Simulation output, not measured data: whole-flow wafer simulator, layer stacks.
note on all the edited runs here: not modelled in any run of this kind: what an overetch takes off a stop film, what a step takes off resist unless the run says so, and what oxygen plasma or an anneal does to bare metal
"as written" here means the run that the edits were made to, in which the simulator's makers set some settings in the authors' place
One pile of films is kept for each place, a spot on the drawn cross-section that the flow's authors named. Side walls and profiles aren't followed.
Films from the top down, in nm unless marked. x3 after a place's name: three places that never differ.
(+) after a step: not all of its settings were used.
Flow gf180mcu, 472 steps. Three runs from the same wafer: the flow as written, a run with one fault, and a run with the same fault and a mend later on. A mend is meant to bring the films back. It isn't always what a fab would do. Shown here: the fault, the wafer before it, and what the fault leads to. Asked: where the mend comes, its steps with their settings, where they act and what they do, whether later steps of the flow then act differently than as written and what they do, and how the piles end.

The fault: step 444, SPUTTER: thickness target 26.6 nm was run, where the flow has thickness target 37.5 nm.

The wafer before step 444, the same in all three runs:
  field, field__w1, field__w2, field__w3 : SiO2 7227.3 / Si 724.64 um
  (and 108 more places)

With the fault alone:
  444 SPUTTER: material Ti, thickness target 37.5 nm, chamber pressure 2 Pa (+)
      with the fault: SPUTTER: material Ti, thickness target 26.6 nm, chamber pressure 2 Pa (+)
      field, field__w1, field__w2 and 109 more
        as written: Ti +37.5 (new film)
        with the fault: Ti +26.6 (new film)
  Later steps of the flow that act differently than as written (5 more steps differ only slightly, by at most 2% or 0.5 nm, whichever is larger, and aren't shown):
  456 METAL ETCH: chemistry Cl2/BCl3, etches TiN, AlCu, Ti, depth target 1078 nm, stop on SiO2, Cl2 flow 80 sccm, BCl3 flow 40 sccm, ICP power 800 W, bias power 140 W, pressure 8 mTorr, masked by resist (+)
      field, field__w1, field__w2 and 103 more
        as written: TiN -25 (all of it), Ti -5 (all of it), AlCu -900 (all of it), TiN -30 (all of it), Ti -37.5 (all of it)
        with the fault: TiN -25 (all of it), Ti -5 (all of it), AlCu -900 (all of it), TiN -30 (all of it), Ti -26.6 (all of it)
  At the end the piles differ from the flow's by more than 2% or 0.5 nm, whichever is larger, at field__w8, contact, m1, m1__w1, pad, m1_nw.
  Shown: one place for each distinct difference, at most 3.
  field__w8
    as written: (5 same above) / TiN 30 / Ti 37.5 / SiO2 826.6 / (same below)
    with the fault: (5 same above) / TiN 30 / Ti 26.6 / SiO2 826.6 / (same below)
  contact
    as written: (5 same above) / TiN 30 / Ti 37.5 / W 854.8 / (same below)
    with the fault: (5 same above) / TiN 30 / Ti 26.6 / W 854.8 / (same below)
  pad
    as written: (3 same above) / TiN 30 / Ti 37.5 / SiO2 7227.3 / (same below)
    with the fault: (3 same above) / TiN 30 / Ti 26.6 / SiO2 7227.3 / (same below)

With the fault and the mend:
  The mend comes after step 444.
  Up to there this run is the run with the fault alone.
  444a SPUTTER: material Ti, thickness target 10.9 nm, chamber pressure 2 Pa (+) (the flow's step 444 once more, with other settings)
      field, field__w1, field__w2 and 109 more
        Ti +10.9
  No later step of the flow acts differently than as written at any place that is followed.
  At the end the piles are the same as the flow's at every place that both follow.
